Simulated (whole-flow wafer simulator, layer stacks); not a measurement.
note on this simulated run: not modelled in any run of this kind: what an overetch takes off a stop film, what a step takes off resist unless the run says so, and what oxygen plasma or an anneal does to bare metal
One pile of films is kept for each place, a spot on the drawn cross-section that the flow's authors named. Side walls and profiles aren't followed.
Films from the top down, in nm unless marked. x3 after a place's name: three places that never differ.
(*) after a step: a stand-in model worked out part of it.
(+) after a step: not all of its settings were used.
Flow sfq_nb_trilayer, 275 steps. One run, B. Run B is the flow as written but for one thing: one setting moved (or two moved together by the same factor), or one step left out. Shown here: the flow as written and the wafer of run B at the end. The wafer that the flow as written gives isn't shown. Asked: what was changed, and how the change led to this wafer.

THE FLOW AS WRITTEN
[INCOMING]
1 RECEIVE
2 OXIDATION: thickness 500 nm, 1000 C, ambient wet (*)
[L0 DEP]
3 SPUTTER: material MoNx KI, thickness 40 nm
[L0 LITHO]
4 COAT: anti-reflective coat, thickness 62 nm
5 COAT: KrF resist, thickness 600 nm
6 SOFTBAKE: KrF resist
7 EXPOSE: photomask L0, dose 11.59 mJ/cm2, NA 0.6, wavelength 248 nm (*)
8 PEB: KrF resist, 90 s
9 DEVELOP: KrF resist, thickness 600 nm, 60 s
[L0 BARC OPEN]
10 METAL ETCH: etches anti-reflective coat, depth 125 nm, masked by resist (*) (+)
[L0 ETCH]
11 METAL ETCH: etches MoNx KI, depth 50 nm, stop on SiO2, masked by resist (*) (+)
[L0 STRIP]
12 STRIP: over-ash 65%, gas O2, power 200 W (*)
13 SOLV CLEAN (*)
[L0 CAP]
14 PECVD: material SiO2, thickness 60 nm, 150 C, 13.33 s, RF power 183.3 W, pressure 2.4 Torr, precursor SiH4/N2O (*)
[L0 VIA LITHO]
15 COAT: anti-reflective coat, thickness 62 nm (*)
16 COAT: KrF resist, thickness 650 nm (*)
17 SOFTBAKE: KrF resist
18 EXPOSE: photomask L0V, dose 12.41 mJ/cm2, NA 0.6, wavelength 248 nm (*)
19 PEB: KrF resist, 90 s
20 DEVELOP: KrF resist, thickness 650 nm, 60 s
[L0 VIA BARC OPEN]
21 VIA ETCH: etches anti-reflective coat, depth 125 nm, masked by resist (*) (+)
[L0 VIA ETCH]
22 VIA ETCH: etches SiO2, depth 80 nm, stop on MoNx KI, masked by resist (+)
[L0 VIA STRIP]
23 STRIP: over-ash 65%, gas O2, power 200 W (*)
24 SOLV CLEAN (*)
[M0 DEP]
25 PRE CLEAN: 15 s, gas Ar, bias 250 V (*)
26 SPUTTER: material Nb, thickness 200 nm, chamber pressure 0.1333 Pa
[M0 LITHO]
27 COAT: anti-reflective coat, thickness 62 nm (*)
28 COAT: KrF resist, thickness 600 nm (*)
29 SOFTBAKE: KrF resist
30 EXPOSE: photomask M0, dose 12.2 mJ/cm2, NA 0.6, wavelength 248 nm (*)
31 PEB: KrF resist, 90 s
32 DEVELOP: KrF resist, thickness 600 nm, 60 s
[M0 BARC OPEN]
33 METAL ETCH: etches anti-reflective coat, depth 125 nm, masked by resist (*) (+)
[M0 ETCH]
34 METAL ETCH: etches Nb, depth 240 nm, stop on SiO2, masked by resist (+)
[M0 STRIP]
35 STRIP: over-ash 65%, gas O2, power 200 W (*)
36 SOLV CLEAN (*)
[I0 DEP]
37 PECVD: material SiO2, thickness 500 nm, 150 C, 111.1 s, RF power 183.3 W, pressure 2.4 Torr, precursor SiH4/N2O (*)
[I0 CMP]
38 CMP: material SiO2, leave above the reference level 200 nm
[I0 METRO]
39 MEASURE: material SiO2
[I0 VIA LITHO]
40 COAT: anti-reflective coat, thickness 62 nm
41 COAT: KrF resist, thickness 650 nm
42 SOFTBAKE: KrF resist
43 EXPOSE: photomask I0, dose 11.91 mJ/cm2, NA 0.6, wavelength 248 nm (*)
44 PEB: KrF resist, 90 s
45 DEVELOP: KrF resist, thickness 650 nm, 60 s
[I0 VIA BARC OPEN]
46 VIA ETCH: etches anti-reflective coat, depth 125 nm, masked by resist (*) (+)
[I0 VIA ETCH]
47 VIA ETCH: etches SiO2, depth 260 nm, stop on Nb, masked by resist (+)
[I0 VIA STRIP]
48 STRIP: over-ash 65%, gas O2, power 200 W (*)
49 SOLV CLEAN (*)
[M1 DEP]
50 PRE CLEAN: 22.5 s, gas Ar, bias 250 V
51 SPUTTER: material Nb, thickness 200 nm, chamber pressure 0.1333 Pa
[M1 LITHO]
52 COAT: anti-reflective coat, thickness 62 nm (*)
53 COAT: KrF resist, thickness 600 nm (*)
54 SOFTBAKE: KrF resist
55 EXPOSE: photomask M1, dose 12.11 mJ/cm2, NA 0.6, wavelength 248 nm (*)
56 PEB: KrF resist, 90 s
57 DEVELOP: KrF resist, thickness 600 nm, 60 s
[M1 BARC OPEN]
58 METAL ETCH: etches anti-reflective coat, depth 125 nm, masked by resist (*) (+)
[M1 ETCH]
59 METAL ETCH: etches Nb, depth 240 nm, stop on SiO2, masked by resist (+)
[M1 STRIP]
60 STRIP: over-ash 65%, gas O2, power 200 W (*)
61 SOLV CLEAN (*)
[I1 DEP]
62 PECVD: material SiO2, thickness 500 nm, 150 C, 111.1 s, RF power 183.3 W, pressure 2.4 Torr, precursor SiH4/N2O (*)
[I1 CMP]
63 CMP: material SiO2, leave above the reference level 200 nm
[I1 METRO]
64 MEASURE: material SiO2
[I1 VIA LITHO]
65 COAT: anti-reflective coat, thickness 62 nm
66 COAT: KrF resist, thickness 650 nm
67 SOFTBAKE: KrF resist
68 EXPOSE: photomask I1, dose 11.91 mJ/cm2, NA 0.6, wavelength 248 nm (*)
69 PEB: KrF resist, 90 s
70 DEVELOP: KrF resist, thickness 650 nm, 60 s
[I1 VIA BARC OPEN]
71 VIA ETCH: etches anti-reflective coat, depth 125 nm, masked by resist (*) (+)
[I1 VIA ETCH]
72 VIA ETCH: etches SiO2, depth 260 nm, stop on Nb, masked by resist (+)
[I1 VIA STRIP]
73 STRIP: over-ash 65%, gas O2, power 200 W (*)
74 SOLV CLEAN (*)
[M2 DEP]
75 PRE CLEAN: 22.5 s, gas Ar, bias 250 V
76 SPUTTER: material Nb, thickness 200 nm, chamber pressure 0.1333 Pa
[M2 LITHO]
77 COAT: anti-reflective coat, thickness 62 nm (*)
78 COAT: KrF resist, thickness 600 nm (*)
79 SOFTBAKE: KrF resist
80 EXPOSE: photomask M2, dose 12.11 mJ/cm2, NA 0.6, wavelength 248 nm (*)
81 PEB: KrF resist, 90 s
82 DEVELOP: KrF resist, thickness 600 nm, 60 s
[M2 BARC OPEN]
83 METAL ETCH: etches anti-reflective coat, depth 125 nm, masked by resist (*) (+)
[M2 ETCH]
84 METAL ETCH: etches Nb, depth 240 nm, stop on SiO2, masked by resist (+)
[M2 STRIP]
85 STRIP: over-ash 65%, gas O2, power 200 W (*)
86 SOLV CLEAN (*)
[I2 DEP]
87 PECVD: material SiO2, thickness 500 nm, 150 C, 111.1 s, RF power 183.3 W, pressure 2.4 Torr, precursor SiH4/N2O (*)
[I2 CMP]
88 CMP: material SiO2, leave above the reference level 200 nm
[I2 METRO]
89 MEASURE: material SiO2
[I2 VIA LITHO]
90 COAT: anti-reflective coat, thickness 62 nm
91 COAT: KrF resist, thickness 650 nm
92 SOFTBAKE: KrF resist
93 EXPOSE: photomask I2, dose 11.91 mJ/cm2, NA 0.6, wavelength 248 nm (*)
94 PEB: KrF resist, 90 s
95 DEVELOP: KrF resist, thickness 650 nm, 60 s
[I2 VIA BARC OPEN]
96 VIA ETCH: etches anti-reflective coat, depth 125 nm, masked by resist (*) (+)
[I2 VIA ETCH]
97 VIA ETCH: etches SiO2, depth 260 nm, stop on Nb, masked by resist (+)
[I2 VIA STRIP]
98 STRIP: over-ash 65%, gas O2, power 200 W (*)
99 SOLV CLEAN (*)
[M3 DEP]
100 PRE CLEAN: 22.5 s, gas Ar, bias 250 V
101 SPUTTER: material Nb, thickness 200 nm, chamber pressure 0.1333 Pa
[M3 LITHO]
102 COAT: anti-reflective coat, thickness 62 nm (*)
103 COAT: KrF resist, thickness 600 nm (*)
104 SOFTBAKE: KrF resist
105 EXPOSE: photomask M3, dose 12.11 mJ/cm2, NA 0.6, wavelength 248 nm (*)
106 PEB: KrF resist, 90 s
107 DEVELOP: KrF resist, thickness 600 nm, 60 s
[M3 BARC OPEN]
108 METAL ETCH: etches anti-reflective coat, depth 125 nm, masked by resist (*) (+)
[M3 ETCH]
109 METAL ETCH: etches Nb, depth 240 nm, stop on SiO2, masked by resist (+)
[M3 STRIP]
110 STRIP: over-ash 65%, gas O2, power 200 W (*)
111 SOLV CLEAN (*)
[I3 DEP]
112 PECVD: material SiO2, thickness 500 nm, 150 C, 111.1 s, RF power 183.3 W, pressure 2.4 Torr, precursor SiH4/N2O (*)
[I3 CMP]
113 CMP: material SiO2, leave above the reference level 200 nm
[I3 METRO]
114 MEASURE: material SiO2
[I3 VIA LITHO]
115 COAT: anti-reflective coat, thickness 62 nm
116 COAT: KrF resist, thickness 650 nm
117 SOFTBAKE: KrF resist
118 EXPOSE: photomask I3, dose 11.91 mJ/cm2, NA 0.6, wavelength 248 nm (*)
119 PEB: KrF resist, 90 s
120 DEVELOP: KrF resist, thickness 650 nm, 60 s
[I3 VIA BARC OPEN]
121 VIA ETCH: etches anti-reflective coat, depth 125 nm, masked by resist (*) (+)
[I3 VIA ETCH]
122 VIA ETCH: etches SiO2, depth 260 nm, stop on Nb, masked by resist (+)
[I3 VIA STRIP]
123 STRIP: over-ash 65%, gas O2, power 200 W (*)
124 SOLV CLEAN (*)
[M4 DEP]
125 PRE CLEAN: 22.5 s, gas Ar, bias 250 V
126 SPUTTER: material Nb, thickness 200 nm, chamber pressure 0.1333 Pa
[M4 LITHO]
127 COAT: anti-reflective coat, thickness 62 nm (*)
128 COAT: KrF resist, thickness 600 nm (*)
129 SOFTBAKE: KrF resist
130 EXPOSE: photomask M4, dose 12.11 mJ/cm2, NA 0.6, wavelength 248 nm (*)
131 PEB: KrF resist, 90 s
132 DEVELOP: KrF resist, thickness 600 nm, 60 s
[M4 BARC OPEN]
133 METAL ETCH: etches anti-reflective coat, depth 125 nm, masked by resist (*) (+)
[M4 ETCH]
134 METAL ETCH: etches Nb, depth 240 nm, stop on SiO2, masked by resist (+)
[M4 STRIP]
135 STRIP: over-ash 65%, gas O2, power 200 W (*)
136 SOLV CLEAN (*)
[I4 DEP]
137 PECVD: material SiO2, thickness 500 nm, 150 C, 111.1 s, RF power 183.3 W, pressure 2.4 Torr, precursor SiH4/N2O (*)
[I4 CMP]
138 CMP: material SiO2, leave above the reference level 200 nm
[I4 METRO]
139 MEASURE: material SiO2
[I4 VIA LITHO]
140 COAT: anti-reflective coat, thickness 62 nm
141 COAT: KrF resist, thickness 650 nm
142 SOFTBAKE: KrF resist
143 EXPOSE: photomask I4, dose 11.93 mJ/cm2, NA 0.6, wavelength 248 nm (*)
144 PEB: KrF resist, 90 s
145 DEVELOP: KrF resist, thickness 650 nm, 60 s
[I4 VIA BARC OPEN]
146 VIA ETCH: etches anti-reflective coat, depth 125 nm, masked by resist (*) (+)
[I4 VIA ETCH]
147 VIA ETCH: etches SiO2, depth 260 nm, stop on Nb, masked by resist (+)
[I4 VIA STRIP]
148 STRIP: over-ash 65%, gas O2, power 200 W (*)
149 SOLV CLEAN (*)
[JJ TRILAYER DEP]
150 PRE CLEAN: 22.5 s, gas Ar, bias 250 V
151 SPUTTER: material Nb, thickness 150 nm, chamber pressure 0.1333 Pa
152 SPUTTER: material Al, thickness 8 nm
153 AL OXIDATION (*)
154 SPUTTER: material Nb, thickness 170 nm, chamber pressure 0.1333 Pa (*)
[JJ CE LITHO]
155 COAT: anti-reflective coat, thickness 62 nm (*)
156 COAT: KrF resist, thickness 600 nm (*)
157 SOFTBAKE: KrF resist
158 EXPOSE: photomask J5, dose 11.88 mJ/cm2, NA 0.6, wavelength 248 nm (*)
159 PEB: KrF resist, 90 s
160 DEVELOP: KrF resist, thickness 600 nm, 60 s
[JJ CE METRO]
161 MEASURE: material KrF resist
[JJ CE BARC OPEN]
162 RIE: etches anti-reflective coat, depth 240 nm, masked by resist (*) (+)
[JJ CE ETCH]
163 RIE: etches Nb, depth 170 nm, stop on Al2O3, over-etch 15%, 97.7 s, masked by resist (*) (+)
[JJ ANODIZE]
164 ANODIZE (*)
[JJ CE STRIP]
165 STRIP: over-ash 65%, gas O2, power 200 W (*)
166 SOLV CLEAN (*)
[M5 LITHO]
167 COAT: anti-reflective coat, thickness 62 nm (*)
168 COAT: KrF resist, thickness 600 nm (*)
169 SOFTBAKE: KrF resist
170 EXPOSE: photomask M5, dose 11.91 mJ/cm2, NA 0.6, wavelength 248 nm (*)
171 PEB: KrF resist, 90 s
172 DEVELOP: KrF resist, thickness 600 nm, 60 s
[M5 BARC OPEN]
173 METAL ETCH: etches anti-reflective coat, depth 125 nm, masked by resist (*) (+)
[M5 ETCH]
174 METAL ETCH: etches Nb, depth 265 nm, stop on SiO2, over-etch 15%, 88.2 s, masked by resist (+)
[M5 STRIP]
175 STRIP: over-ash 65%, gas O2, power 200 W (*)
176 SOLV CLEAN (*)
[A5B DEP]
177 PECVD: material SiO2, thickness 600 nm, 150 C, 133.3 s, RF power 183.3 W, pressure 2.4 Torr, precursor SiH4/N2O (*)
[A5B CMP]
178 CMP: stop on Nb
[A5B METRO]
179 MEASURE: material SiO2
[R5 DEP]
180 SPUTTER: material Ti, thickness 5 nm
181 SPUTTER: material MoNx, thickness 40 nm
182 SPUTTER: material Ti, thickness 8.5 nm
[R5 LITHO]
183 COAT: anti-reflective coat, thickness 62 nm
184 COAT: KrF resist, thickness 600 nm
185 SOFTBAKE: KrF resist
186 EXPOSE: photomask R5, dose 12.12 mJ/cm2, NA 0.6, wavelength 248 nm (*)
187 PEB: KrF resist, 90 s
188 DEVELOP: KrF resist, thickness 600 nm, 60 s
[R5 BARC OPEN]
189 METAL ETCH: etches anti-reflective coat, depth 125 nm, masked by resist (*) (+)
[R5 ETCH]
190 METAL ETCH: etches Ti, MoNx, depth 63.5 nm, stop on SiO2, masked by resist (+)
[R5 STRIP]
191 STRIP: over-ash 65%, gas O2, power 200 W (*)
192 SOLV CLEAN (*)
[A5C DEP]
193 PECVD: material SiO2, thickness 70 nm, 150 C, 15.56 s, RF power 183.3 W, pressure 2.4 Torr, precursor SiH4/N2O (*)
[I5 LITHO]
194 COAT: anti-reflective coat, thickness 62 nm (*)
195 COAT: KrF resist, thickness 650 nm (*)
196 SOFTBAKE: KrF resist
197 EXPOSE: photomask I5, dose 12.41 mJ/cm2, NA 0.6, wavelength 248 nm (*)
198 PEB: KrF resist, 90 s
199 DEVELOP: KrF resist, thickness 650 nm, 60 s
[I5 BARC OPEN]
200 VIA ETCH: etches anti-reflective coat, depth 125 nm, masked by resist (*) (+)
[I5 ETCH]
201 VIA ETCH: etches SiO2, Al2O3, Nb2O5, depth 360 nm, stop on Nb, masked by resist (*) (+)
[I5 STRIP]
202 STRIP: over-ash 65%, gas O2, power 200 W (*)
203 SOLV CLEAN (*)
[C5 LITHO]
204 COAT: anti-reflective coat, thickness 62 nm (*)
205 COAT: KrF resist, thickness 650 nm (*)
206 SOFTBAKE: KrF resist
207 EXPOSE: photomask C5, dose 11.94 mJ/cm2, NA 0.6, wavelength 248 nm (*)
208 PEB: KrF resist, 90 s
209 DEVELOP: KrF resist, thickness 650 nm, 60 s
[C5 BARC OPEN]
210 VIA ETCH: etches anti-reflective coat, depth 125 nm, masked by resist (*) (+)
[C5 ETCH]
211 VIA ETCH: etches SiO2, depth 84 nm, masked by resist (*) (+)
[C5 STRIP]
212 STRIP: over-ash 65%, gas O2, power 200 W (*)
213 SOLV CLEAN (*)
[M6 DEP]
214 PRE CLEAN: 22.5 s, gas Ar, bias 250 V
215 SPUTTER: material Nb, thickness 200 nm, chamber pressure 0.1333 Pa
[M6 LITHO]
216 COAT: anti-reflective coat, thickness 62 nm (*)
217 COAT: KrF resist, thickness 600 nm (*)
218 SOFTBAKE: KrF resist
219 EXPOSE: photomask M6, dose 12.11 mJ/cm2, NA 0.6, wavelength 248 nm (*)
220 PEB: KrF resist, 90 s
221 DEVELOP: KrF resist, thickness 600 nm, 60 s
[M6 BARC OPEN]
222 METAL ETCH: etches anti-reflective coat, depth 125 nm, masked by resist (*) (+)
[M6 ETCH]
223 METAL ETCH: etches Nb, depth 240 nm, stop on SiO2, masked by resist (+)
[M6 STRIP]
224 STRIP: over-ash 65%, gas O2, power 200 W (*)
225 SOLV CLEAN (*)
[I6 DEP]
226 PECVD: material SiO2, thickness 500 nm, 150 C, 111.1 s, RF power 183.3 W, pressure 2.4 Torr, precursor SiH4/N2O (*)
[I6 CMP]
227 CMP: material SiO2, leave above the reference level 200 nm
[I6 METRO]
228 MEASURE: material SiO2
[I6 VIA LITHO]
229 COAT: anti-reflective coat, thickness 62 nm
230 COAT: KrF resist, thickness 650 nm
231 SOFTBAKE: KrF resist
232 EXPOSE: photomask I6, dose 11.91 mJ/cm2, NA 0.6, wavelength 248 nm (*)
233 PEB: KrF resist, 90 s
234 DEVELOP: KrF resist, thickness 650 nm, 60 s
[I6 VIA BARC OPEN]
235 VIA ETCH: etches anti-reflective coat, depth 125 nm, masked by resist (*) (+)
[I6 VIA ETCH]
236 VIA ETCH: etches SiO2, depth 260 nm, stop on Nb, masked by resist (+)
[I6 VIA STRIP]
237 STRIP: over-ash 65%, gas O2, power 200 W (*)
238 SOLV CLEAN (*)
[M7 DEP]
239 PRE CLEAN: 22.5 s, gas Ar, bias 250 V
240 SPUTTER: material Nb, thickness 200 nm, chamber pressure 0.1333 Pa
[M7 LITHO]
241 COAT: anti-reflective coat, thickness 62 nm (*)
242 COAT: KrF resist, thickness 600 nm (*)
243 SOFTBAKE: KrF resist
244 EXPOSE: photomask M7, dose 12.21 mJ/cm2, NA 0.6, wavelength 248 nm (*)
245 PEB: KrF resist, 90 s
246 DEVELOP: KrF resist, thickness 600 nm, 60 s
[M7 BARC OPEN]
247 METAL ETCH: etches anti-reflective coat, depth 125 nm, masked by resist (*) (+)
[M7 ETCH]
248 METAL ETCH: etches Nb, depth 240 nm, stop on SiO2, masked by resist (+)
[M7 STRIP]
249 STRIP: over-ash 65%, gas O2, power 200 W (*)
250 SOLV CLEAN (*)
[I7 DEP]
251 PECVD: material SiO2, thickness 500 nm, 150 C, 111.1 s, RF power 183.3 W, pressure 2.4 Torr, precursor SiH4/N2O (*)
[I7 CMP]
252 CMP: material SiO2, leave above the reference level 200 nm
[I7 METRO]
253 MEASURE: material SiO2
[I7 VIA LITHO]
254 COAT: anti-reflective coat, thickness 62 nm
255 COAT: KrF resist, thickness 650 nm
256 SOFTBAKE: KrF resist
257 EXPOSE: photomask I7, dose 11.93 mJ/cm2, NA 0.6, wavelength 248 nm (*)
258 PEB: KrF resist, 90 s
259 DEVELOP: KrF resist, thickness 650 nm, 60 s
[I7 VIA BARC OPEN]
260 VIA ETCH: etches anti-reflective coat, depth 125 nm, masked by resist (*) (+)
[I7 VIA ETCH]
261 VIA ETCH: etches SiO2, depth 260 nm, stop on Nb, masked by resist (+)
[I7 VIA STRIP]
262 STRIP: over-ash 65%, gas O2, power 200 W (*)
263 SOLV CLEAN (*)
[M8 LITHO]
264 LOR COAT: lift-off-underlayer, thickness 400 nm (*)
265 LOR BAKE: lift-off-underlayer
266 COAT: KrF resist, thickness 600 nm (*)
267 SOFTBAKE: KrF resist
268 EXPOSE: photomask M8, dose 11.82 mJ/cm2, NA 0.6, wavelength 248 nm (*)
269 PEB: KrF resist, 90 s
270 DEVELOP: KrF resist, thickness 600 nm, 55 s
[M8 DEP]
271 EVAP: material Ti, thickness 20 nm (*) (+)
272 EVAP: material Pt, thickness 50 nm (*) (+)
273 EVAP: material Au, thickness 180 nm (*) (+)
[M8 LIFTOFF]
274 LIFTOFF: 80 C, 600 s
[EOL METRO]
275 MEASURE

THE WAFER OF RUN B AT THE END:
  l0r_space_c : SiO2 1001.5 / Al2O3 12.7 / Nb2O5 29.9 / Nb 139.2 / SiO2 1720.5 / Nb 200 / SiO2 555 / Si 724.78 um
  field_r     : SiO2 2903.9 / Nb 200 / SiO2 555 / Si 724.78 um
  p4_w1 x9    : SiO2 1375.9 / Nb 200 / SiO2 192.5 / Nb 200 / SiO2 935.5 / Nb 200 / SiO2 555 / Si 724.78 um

The cause: step 51, SPUTTER: thickness 158 nm was run, where the flow has thickness 200 nm.

How the change led to this, step by step:
  51 SPUTTER: material Nb, thickness 200 nm, chamber pressure 0.1333 Pa
      field_l, v_sur, via_wl and 102 more: Nb +158 (new film) (as written it would be: Nb +200 (new film))
      via_w: Nb +138.4 (as written it would be: Nb +174.5)
  52 COAT: anti-reflective coat, thickness 62 nm (*)
      via_wr: anti-reflective coat +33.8 (new film) (as written it would be: anti-reflective coat +34.9 (new film))
  59 METAL ETCH: etches Nb, depth 240 nm, stop on SiO2, masked by resist (+)
      field_l, be, be_sur and 79 more: Nb -158 (all of it) (as written it would be: Nb -200 (all of it))
  60 STRIP: over-ash 65%, gas O2, power 200 W (*)
      via_wr: KrF resist -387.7 (all of it), anti-reflective coat -33.8 (all of it) (as written it would be: KrF resist -384.4 (all of it), anti-reflective coat -34.9 (all of it))
  62 PECVD: material SiO2, thickness 500 nm, 150 C, 111.1 s, RF power 183.3 W, pressure 2.4 Torr, precursor SiH4/N2O (*)
      wl_d_sl, wl_d_sr: SiO2 +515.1 (as written it would be: SiO2 +557.1)
  63 CMP: material SiO2, leave above the reference level 200 nm
      field_l, be, be_sur and 72 more: SiO2 -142 (as written it would be: SiO2 -100)
      lsp_m, ln_m6, lsp_r, l0_sur, l0v: SiO2 -142 (as written it would be: SiO2 -94.9)
      (and at 1 more place)
